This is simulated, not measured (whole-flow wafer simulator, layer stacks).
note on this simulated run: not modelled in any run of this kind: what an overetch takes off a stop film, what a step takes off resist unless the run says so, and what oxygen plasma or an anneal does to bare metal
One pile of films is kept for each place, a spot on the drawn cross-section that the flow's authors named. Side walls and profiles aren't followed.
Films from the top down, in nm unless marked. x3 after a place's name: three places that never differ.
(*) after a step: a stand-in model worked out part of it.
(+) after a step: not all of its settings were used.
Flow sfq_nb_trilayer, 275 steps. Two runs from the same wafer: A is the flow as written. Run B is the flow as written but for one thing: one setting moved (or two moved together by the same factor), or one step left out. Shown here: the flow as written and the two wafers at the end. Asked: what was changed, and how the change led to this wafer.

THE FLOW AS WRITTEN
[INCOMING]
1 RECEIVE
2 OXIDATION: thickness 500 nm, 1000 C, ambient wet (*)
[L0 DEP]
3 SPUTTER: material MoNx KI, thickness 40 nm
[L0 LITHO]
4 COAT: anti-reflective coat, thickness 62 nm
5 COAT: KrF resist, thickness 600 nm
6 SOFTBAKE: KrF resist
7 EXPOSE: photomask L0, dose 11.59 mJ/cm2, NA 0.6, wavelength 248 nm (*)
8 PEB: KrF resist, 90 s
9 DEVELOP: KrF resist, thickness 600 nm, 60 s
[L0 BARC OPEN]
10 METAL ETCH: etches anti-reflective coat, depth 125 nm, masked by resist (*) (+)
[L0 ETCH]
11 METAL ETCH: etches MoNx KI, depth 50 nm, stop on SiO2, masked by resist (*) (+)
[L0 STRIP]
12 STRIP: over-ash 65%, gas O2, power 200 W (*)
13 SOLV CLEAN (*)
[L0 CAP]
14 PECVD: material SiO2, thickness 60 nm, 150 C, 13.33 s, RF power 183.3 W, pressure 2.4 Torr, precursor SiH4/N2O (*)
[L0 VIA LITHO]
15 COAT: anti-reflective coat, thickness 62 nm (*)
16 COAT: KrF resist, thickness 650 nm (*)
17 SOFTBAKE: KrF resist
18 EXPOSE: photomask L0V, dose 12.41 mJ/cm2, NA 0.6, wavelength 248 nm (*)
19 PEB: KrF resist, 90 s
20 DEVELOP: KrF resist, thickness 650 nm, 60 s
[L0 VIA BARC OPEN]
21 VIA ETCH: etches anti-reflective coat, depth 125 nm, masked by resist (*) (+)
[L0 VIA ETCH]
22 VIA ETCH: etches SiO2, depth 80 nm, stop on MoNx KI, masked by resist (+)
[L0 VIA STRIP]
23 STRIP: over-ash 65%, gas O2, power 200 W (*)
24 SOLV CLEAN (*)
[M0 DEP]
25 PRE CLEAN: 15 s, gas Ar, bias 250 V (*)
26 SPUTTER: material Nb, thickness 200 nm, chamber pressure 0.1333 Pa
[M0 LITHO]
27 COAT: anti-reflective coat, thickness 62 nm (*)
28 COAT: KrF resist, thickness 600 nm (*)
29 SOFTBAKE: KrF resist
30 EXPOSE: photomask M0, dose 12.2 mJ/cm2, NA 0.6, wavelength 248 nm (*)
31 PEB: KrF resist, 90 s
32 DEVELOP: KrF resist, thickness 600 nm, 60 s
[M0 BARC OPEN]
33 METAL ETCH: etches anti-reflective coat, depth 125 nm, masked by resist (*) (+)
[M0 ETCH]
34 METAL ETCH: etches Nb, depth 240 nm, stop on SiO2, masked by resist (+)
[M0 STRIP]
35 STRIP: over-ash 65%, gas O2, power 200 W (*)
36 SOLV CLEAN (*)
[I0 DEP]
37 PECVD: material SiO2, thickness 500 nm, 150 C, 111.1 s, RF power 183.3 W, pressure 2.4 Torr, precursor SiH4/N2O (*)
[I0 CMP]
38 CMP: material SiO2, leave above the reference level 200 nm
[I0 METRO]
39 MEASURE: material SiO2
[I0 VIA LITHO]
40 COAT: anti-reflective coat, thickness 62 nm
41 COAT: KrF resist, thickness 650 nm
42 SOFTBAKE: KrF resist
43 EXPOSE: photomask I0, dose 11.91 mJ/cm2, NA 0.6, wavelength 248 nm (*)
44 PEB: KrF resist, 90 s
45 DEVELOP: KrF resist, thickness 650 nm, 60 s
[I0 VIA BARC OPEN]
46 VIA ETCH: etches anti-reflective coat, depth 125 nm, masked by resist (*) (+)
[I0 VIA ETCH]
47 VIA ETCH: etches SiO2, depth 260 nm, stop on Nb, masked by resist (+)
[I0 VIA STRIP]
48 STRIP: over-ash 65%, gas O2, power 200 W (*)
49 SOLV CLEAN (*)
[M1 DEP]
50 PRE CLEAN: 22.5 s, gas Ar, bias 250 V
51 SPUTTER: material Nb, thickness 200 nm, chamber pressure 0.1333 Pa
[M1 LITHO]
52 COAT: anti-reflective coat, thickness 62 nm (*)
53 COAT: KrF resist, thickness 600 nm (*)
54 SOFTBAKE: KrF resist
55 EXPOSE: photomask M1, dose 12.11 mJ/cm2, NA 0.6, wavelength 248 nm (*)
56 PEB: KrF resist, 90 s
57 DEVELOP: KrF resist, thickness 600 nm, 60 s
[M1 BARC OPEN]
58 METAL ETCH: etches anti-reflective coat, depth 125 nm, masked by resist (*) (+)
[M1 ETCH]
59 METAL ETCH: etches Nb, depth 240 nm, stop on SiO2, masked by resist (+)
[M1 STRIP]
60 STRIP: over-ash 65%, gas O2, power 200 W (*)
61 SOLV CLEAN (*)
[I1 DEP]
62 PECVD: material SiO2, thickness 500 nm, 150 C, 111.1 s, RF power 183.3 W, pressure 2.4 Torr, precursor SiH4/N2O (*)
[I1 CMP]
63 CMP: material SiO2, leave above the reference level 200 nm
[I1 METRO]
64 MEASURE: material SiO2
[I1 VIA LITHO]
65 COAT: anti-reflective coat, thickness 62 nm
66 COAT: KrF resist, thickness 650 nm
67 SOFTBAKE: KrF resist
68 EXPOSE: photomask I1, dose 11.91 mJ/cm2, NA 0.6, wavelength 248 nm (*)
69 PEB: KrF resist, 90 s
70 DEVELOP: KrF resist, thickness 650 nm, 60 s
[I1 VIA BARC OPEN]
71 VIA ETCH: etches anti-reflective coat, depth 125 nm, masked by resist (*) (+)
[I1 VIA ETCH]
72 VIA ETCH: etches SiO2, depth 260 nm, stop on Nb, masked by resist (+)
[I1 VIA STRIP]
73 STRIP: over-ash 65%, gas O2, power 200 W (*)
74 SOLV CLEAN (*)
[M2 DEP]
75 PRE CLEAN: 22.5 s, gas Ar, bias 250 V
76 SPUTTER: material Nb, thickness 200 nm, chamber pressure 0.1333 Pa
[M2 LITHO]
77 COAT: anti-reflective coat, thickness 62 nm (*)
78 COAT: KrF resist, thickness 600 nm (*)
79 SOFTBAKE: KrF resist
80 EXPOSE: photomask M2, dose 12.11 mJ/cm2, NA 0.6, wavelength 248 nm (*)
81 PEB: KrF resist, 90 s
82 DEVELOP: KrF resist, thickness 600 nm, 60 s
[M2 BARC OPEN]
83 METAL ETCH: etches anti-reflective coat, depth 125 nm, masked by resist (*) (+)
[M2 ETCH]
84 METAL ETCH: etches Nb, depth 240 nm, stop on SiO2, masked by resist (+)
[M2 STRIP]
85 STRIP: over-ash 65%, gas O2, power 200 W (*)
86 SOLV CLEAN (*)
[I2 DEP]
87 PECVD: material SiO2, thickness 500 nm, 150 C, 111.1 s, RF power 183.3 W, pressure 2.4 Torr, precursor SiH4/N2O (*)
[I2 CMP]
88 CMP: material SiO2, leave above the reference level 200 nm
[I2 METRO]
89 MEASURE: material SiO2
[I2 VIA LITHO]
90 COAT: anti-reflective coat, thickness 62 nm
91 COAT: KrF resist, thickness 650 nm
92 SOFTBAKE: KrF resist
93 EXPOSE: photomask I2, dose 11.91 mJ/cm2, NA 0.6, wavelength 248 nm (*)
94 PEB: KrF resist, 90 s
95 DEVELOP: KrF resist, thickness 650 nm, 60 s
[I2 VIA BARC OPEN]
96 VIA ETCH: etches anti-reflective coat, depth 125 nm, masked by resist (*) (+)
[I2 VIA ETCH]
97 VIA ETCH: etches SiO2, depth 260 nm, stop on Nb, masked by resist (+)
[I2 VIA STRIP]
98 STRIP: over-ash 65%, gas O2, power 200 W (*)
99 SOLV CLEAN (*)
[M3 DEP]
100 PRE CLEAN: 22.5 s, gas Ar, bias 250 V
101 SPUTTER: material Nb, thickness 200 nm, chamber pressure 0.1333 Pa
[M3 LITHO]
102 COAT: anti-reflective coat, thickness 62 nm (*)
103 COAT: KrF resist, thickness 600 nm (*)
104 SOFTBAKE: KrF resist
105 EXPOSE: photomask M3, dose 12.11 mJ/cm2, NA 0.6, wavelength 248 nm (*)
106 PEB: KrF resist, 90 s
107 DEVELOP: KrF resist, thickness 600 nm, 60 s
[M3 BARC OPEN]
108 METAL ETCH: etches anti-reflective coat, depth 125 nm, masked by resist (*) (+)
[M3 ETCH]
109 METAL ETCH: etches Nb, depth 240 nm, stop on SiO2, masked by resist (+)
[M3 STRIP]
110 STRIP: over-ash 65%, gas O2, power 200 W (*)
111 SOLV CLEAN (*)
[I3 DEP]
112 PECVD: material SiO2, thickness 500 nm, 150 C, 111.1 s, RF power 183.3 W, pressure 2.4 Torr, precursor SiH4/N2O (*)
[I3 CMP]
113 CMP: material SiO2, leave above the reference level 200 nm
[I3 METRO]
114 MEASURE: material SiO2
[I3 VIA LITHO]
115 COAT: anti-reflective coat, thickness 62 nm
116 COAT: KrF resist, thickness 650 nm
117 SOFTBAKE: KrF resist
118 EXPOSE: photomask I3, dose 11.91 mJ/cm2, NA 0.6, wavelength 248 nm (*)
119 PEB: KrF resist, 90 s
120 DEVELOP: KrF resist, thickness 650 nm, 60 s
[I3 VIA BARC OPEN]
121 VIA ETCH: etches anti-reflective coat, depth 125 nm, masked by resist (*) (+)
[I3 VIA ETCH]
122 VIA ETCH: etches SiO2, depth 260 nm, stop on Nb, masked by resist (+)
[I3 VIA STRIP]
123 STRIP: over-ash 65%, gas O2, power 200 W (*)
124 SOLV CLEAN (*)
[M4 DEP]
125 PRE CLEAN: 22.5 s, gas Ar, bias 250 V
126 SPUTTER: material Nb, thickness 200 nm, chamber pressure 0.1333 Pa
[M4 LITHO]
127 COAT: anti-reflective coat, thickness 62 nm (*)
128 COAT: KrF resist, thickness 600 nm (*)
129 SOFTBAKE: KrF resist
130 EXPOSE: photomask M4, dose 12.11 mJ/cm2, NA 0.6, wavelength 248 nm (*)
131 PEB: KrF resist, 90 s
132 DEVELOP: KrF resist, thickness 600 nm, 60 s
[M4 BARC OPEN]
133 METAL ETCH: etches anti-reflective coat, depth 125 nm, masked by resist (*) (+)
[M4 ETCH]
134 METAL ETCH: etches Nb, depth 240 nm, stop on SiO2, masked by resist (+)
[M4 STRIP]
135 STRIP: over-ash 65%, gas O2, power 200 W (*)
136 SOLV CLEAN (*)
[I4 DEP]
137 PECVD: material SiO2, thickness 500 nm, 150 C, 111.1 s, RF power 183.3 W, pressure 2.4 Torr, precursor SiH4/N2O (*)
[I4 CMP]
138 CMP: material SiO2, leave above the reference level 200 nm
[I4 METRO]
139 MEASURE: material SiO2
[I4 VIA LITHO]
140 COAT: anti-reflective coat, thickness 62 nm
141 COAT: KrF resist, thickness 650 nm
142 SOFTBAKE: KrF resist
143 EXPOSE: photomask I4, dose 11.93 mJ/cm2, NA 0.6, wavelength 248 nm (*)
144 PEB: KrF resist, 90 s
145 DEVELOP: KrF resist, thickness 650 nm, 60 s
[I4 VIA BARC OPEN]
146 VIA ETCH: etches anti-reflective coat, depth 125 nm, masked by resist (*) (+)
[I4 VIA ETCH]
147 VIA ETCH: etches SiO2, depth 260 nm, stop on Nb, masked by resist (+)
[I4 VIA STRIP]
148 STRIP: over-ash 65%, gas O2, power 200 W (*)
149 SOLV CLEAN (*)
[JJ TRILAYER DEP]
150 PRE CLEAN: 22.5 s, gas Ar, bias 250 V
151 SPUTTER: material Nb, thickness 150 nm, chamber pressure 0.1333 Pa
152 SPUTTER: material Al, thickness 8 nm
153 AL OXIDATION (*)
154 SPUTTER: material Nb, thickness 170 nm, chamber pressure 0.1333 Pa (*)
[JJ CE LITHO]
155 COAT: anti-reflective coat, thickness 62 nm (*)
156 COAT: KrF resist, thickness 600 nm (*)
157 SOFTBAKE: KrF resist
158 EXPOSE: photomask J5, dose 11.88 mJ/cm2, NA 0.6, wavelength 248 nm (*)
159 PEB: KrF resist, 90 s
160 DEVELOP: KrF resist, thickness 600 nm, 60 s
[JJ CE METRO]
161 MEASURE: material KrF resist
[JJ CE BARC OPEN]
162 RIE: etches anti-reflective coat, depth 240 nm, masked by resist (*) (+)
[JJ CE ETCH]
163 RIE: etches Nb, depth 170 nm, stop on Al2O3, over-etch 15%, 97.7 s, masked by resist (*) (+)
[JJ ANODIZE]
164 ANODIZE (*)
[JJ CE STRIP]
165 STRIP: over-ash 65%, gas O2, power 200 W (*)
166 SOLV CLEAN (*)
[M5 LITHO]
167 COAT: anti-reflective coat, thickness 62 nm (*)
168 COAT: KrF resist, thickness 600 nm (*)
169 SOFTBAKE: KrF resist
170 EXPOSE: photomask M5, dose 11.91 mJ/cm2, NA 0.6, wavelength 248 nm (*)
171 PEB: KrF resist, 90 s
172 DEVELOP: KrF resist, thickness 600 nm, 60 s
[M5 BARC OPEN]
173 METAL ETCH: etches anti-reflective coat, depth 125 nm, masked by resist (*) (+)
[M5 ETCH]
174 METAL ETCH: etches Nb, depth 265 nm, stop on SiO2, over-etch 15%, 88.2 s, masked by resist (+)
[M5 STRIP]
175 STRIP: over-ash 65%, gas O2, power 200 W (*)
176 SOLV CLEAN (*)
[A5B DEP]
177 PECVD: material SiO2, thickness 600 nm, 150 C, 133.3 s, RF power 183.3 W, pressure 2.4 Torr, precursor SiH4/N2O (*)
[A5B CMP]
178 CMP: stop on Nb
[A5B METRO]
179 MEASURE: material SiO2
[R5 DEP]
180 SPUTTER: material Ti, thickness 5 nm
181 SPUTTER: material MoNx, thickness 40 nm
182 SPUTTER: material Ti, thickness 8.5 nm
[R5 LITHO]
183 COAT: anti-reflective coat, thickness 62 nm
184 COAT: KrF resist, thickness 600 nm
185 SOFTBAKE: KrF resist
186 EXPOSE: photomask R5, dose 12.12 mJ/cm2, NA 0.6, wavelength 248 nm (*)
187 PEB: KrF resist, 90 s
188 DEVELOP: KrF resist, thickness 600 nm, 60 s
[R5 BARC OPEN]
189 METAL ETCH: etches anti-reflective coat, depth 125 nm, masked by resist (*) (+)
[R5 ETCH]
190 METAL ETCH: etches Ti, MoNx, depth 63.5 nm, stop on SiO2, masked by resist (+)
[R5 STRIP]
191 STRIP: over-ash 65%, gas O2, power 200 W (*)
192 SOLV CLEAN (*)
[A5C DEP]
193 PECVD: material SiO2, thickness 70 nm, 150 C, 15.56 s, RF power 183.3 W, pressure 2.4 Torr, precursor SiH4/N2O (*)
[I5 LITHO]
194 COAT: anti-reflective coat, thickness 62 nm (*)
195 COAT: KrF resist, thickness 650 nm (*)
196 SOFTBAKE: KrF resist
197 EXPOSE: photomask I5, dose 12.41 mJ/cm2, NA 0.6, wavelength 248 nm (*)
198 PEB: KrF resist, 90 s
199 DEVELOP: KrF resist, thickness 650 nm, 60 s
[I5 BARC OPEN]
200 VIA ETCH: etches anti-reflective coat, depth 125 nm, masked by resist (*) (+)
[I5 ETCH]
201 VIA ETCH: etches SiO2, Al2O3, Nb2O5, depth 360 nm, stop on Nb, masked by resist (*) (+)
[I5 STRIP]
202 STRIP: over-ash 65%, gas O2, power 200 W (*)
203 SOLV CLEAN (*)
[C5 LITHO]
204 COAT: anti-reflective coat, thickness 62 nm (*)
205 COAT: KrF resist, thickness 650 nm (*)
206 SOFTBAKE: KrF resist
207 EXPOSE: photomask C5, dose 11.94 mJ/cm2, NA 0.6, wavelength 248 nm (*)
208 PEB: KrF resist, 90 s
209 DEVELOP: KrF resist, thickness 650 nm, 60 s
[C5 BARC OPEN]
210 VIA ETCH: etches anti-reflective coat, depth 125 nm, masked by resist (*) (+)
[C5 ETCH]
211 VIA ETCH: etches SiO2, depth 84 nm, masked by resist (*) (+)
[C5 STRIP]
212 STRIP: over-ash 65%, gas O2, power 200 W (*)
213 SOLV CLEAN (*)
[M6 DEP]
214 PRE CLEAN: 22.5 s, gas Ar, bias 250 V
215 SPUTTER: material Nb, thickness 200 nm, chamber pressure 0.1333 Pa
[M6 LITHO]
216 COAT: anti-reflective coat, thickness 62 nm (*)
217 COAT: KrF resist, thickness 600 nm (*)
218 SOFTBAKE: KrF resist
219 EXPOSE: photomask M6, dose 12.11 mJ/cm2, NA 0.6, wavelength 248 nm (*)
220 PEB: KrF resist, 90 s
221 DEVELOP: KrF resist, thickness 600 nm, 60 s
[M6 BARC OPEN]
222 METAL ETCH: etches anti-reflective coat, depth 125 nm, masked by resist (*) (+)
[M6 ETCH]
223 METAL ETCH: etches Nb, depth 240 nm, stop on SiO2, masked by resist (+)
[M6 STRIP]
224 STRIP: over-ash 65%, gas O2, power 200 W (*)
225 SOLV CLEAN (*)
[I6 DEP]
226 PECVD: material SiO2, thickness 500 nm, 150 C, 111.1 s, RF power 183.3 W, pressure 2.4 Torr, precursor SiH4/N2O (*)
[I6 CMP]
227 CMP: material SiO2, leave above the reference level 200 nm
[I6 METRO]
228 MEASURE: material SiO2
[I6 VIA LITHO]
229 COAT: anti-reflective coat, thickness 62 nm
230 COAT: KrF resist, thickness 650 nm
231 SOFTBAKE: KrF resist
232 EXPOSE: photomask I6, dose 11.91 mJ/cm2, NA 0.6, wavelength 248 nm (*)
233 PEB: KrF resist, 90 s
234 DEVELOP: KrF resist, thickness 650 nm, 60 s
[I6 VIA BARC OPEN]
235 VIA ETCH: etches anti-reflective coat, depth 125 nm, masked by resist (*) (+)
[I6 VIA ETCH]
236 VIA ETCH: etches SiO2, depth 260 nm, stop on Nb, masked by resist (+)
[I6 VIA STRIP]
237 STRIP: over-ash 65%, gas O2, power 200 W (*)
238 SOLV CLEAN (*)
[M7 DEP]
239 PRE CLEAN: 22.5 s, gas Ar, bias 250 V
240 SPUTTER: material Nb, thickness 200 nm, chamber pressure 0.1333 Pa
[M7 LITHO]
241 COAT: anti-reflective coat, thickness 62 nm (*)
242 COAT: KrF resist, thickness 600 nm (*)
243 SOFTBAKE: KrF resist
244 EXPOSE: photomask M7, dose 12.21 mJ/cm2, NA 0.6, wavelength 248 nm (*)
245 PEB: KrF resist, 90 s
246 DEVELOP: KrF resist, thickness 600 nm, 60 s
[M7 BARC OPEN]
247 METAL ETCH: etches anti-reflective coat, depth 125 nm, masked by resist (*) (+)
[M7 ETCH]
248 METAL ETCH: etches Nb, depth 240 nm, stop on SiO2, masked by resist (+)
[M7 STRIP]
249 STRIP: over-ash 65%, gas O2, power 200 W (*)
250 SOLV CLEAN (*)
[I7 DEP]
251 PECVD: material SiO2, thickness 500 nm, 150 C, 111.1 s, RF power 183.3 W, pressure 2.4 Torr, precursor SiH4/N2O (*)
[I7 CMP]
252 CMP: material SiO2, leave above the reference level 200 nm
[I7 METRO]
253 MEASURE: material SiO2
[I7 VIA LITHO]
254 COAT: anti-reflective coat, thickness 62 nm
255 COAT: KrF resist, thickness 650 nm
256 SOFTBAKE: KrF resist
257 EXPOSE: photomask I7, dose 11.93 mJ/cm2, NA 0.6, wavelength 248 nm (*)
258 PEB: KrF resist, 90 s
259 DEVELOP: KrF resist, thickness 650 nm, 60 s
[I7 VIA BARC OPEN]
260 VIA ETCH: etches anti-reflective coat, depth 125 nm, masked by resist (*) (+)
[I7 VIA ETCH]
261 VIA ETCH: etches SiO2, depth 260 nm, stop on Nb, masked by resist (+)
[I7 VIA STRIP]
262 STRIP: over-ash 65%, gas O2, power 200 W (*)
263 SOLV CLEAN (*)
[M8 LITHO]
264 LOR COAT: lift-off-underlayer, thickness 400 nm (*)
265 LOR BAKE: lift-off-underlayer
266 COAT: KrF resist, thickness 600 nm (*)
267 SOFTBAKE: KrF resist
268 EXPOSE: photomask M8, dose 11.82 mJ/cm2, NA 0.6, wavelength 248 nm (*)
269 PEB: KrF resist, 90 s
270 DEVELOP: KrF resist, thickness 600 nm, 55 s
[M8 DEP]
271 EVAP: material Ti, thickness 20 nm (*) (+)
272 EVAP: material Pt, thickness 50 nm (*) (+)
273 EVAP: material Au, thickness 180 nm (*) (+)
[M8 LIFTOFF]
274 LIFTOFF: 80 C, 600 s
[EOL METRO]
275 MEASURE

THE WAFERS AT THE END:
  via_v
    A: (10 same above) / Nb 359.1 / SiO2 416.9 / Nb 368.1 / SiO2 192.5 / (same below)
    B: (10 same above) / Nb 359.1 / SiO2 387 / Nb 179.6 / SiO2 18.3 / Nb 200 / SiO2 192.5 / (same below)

The cause: step 72, VIA ETCH: depth 174 nm was run, where the flow has depth 260 nm.

How the change led to this, step by step:
  72 VIA ETCH: etches SiO2, depth 260 nm, stop on Nb, masked by resist (+)
      via_v: A SiO2 -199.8 (all of it) | B SiO2 -174
      field_l, v_sur, via_wl and 102 more: A KrF resist -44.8 | B KrF resist -30
  73 STRIP: over-ash 65%, gas O2, power 200 W (*)
      field_l, v_sur, via_wl and 102 more: A KrF resist -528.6 (all of it), anti-reflective coat -62 (all of it) | B KrF resist -543.4 (all of it), anti-reflective coat -62 (all of it)
  75 PRE CLEAN: 22.5 s, gas Ar, bias 250 V
      via_v: A Nb -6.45 | B SiO2 -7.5
  76 SPUTTER: material Nb, thickness 200 nm, chamber pressure 0.1333 Pa
      via_v: A Nb +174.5 | B Nb +179.6 (new film)
  77 COAT: anti-reflective coat, thickness 62 nm (*)
      via_v: A anti-reflective coat +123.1 (new film) | B anti-reflective coat +116.2 (new film)
  78 COAT: KrF resist, thickness 600 nm (*)
      via_v: A KrF resist +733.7 (new film) | B KrF resist +714.4 (new film)
  85 STRIP: over-ash 65%, gas O2, power 200 W (*)
      via_v: A KrF resist -515.8 (all of it), anti-reflective coat -123.1 (all of it) | B KrF resist -496.5 (all of it), anti-reflective coat -116.2 (all of it)
  87 PECVD: material SiO2, thickness 500 nm, 150 C, 111.1 s, RF power 183.3 W, pressure 2.4 Torr, precursor SiH4/N2O (*)
      via_v: A SiO2 +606 (new film) | B SiO2 +551.6 (new film)
  88 CMP: material SiO2, leave above the reference level 200 nm
      via_v: A SiO2 -181.6 | B SiO2 -157.1
Counting metal films that touch as one body, via_v has 7 bodies (between them, from the top down: SiO2 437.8; SiO2 209 / Al2O3 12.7 / Nb2O5 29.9; SiO2 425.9; SiO2 387; SiO2 18.3; SiO2 192.5); the flow as written gives 6 bodies (between them, from the top down: SiO2 437.8; SiO2 209 / Al2O3 12.7 / Nb2O5 29.9; SiO2 425.9; SiO2 416.9; SiO2 192.5).
